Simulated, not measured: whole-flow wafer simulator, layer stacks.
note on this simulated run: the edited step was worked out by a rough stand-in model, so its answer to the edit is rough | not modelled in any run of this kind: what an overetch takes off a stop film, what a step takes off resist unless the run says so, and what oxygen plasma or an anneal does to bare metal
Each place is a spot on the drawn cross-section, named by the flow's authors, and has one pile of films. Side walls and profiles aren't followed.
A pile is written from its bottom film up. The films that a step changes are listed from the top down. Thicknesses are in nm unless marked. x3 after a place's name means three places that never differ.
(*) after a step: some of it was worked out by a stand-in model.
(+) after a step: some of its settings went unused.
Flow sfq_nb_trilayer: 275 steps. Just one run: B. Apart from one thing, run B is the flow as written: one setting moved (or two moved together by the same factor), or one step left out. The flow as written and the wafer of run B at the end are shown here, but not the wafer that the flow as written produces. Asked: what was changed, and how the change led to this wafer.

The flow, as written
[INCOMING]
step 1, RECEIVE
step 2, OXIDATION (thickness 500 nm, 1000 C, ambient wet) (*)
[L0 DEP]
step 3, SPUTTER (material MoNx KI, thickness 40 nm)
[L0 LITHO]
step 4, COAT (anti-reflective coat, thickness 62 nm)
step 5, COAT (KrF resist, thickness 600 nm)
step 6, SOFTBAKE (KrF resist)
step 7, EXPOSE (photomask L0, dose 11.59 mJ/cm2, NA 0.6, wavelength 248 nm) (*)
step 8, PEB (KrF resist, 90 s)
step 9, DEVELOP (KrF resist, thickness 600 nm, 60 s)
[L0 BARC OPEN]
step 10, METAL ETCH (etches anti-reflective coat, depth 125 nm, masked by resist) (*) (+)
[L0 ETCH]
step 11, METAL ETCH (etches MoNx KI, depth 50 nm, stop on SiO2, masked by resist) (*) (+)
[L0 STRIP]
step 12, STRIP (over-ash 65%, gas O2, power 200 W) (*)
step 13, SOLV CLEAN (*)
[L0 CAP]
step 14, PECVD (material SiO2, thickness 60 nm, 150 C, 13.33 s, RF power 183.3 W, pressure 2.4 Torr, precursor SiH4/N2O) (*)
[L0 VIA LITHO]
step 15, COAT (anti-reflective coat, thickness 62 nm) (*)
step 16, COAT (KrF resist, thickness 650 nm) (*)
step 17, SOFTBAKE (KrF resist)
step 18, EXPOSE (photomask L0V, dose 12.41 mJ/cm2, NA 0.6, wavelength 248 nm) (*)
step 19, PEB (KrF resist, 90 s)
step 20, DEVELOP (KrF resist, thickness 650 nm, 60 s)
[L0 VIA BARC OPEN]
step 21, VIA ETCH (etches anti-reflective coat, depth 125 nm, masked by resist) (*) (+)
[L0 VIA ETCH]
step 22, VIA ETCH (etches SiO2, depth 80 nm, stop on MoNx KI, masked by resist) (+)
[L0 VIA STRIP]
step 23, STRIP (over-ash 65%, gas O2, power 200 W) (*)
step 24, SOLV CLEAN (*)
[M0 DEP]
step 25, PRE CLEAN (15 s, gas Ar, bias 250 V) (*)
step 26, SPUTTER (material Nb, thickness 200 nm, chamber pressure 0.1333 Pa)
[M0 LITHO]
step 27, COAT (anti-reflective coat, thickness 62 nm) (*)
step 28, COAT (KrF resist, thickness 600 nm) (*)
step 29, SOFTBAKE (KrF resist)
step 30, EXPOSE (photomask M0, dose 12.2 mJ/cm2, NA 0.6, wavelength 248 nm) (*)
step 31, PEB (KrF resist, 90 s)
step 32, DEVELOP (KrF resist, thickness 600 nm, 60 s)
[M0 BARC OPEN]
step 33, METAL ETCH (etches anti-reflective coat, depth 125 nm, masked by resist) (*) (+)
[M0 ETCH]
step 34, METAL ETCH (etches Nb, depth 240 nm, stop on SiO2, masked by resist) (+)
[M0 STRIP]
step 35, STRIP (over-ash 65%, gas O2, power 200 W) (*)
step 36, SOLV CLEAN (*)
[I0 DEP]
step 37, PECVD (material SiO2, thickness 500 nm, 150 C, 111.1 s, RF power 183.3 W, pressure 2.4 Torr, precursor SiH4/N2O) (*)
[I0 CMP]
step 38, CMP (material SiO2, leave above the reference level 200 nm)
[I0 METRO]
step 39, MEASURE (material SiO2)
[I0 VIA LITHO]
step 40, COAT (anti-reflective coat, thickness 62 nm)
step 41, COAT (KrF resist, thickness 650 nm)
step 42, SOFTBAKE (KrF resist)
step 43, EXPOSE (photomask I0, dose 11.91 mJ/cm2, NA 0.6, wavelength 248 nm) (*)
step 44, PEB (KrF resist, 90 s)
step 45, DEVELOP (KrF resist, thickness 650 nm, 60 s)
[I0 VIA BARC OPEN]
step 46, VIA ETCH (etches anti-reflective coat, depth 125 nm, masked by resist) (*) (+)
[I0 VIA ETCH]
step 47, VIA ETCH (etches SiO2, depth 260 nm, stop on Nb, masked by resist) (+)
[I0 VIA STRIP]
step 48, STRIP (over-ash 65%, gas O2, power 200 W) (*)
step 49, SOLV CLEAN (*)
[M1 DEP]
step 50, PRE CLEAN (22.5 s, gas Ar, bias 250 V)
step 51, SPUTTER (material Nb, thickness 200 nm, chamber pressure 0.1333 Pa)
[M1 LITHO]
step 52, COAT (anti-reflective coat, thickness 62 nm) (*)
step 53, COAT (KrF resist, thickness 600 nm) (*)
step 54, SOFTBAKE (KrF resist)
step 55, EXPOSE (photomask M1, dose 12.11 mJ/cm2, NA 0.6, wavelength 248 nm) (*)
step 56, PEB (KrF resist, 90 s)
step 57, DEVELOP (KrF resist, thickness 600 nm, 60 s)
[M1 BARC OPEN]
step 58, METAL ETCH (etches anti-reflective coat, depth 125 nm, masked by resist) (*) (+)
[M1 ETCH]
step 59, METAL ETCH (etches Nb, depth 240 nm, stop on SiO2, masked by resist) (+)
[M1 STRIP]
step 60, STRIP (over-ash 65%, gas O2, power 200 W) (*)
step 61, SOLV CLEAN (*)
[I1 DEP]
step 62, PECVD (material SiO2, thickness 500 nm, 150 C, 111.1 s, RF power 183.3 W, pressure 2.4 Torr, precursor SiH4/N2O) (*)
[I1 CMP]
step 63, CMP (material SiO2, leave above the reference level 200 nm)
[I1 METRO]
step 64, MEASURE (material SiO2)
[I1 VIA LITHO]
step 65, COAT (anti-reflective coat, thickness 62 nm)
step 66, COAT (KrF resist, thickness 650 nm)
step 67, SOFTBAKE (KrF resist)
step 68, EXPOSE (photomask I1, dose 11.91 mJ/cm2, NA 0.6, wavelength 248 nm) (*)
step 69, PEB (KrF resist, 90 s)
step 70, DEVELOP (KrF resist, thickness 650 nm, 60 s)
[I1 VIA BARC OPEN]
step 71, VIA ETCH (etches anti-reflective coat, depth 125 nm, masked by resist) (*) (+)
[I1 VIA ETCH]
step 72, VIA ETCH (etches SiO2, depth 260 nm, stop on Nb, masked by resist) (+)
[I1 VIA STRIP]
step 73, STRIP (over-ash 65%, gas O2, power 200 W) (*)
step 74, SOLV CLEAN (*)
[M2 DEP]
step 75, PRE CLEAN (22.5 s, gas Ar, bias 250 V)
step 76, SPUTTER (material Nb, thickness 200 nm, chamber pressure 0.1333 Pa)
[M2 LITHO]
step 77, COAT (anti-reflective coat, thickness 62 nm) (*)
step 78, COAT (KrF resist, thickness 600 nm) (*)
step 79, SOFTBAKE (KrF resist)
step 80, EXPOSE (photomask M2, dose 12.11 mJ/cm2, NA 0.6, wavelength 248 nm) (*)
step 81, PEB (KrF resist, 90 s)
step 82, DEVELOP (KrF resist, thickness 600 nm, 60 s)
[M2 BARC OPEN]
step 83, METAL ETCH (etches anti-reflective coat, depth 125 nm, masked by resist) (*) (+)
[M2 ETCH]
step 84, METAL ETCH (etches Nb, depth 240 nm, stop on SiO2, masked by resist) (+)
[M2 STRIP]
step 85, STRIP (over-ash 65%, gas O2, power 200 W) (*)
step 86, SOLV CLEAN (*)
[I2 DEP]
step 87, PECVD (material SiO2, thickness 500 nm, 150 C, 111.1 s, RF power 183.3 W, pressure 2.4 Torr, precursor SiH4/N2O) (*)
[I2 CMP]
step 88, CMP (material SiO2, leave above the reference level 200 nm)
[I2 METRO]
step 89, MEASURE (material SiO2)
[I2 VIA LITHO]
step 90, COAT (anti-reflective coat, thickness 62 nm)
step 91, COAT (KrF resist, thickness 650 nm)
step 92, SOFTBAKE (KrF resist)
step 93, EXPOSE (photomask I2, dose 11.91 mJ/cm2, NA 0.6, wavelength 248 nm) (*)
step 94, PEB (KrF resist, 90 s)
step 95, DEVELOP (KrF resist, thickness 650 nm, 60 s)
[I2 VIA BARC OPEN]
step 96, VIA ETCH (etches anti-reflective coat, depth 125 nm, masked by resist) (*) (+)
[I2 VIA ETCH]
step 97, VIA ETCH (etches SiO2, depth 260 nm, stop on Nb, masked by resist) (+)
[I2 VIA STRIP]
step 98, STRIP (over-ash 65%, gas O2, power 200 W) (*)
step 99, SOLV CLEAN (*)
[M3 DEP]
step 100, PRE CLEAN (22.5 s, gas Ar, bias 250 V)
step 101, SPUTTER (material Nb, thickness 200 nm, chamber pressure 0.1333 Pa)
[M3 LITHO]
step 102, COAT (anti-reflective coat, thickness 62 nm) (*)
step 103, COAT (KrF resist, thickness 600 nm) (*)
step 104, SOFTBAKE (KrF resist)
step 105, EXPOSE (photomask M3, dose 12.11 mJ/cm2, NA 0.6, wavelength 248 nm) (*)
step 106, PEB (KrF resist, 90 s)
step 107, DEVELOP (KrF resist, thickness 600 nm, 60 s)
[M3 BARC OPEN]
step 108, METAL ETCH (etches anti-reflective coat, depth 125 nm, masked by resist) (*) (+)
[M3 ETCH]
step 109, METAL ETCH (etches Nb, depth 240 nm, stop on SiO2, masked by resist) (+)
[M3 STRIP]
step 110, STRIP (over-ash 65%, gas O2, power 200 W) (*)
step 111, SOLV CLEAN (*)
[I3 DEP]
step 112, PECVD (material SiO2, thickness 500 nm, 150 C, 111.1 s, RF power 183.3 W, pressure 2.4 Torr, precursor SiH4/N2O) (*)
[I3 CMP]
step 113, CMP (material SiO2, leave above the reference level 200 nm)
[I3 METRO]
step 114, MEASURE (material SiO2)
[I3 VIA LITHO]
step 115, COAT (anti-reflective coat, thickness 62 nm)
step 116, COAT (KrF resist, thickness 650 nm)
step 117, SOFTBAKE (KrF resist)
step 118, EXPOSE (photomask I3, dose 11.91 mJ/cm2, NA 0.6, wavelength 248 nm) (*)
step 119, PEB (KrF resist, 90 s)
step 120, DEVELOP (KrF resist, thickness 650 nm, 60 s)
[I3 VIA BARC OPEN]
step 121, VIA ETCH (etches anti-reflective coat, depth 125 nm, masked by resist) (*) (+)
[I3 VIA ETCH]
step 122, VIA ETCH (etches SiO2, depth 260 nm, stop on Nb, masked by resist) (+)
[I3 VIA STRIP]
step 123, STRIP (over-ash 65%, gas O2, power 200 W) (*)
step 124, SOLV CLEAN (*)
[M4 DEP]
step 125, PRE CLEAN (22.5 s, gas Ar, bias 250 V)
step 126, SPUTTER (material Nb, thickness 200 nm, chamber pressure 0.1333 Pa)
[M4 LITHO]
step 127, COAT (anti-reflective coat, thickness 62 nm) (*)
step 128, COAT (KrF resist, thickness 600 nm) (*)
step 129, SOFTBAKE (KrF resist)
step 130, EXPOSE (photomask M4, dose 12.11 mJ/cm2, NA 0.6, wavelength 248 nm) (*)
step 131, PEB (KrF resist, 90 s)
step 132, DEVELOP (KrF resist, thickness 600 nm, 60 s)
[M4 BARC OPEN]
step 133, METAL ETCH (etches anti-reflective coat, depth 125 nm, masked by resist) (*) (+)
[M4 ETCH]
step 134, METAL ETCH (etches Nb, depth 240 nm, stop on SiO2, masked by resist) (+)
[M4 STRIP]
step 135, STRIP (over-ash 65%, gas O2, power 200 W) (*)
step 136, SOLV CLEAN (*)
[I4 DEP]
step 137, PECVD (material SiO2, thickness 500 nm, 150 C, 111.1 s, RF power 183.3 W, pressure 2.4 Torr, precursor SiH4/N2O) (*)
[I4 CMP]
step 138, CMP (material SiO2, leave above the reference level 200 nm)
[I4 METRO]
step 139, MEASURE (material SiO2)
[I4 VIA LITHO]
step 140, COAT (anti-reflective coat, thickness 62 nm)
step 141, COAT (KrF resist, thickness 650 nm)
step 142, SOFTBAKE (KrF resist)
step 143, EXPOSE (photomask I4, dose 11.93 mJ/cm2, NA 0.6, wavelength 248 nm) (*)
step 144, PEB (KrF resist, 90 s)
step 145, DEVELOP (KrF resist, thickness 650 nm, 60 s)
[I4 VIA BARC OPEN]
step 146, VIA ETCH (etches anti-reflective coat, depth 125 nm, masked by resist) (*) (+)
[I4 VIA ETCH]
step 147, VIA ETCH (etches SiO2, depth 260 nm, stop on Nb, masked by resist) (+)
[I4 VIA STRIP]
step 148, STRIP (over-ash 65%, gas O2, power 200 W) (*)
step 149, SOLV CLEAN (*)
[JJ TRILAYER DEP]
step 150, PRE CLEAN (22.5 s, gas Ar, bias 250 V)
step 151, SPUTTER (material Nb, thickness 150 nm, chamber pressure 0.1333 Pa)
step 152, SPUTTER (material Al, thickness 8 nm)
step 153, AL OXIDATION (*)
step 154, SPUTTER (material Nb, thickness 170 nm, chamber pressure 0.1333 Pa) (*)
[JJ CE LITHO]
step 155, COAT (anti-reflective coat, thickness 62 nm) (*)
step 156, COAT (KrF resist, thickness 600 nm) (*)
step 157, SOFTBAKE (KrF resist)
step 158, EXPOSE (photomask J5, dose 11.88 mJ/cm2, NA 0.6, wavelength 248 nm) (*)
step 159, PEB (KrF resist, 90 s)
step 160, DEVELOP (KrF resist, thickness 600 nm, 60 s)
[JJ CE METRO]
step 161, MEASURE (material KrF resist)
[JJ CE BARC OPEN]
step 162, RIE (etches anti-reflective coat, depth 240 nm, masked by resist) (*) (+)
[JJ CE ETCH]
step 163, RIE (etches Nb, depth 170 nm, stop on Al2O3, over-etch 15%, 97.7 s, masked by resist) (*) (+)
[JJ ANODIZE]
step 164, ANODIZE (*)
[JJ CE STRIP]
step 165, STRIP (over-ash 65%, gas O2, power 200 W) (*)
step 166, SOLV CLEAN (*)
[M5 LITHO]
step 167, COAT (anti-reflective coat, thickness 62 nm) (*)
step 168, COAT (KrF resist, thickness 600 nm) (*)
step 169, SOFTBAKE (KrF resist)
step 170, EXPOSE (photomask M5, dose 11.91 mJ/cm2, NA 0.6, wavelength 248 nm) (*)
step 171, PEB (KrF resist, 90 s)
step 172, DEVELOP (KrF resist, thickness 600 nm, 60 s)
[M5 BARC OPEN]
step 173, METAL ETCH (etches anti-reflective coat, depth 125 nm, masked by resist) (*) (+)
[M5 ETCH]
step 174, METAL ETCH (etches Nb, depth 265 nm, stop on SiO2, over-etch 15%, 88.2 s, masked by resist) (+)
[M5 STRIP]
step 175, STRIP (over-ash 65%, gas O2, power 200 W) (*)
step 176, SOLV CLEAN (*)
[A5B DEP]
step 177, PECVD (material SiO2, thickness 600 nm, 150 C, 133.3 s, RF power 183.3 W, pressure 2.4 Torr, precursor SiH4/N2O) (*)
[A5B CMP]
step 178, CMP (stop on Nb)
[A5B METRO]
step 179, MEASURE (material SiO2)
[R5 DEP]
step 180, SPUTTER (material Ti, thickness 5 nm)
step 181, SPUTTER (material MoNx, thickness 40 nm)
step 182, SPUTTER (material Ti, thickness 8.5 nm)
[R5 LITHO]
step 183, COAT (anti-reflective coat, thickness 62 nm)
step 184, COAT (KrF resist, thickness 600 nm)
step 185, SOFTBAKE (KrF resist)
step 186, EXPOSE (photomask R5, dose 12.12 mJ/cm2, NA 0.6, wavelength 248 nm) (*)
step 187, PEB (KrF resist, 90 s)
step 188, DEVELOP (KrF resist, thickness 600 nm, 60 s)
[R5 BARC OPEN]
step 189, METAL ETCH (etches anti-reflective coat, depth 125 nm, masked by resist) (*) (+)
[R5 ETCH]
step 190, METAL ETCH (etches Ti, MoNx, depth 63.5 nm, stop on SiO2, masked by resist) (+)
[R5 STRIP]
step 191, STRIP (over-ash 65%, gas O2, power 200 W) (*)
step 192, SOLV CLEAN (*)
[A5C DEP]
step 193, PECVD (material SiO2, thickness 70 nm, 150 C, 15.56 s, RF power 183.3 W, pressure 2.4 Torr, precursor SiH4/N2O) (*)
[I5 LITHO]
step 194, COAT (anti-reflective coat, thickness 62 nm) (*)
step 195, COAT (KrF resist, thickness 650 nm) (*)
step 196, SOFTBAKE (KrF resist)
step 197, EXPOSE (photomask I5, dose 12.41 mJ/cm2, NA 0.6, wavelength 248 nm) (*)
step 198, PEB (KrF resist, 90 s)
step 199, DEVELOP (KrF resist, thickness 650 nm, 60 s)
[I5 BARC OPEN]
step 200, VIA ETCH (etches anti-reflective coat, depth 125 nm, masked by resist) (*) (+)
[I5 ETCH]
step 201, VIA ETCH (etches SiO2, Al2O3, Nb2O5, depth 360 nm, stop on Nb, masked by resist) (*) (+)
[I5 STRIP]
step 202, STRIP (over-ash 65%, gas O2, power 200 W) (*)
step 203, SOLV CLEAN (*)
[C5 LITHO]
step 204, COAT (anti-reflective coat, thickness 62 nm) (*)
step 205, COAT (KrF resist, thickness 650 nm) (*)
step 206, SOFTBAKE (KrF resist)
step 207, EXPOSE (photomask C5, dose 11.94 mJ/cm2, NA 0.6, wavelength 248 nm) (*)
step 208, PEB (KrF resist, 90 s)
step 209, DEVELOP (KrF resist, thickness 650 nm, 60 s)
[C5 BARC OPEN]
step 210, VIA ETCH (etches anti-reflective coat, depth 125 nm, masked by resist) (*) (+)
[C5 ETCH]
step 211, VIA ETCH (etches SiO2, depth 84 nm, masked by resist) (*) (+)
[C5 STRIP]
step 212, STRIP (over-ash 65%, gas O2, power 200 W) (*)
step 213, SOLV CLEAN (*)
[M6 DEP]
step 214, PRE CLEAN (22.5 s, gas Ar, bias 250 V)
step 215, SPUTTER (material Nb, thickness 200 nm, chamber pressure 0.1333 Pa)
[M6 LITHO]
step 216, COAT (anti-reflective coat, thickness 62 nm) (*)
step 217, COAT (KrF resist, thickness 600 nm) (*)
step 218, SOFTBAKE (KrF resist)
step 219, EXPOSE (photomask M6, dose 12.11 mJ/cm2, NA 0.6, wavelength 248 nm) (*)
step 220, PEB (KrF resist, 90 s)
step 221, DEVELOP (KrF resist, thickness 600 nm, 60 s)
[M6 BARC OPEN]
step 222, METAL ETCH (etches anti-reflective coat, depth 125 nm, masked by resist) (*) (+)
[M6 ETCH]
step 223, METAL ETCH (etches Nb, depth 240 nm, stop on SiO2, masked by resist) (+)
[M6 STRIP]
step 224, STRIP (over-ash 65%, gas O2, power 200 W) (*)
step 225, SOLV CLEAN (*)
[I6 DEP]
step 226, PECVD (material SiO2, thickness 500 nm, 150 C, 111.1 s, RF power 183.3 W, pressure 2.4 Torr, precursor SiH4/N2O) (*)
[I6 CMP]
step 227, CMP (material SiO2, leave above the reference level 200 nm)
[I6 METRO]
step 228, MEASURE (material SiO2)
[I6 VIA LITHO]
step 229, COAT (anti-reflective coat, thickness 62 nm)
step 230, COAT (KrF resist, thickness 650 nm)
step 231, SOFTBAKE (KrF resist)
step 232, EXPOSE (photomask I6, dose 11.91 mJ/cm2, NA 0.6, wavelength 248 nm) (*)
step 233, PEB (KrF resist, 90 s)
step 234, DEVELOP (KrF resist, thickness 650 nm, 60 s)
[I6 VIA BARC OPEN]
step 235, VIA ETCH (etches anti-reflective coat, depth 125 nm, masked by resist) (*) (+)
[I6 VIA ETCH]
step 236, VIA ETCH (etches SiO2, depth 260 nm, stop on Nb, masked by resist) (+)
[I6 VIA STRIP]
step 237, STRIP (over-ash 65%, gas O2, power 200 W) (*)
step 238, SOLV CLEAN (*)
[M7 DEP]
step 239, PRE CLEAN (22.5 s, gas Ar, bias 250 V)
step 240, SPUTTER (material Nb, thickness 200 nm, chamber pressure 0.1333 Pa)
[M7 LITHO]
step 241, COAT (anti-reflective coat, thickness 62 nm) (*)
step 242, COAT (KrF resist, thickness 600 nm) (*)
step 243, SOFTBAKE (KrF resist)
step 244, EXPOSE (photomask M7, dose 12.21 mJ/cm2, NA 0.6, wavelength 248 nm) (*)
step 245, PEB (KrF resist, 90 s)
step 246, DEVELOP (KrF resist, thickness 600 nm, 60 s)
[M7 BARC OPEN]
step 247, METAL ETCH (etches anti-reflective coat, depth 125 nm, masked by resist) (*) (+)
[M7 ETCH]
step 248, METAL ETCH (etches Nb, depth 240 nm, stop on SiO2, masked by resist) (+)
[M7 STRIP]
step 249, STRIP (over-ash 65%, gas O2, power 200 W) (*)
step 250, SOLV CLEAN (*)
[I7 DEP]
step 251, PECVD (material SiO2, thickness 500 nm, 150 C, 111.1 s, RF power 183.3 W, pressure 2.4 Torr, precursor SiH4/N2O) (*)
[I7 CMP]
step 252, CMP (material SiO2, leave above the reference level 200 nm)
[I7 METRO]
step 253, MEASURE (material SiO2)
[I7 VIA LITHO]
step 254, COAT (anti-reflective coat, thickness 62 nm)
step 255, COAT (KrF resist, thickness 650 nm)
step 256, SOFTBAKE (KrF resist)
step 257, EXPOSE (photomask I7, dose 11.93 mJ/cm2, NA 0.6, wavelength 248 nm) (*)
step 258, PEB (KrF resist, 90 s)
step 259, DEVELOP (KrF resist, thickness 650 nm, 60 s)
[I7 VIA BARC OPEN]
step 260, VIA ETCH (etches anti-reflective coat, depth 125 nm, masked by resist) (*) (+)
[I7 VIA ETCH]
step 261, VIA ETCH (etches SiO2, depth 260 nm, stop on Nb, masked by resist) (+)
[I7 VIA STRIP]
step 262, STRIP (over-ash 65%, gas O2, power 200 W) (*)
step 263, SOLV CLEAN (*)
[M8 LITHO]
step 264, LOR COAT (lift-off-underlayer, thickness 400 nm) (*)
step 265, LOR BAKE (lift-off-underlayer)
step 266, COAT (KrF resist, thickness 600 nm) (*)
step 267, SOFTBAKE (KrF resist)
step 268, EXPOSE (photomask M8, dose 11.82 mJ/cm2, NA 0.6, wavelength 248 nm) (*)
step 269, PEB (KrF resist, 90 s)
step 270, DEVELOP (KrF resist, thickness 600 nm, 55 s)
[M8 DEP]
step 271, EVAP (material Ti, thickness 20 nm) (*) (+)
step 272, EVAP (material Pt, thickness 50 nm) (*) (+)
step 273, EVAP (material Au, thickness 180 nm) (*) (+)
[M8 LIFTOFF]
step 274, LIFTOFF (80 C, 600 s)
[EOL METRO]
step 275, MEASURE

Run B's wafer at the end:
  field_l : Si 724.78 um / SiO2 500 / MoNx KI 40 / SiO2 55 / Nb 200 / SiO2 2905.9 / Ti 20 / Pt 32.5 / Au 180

What caused this: step 272, EVAP: thickness 32.5 nm was run, whereas the flow has thickness 50 nm.
One can read it off the wafer: field_l has Pt 32.5, and step 272 as written asks for 50 nm.

Step by step, how the change led to this:
  step 272, EVAP (material Pt, thickness 50 nm) (*) (+)
      field_l, v_sur, via_wl and 103 more: Pt gains 32.5 (new film) (in the flow as written it would be: Pt gains 50 (new film))
  step 274, LIFTOFF (80 C, 600 s)
      p4_fl, p4_fm, p4_w1 and 71 more: Au loses 180 (all of it), Pt loses 32.5 (all of it), Ti loses 20 (all of it), KrF resist loses 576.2 (all of it), lift-off-underlayer loses 400 (all of it) (in the flow as written it would be: Au loses 180 (all of it), Pt loses 50 (all of it), Ti loses 20 (all of it), KrF resist loses 576.2 (all of it), lift-off-underlayer loses 400 (all of it))
      c5j, ce_r: Au loses 180 (all of it), Pt loses 32.5 (all of it), Ti loses 20 (all of it), KrF resist loses 573.3 (all of it), lift-off-underlayer loses 399.3 (all of it) (in the flow as written it would be: Au loses 180 (all of it), Pt loses 50 (all of it), Ti loses 20 (all of it), KrF resist loses 573.3 (all of it), lift-off-underlayer loses 399.3 (all of it))
      (and at 19 other places as well)
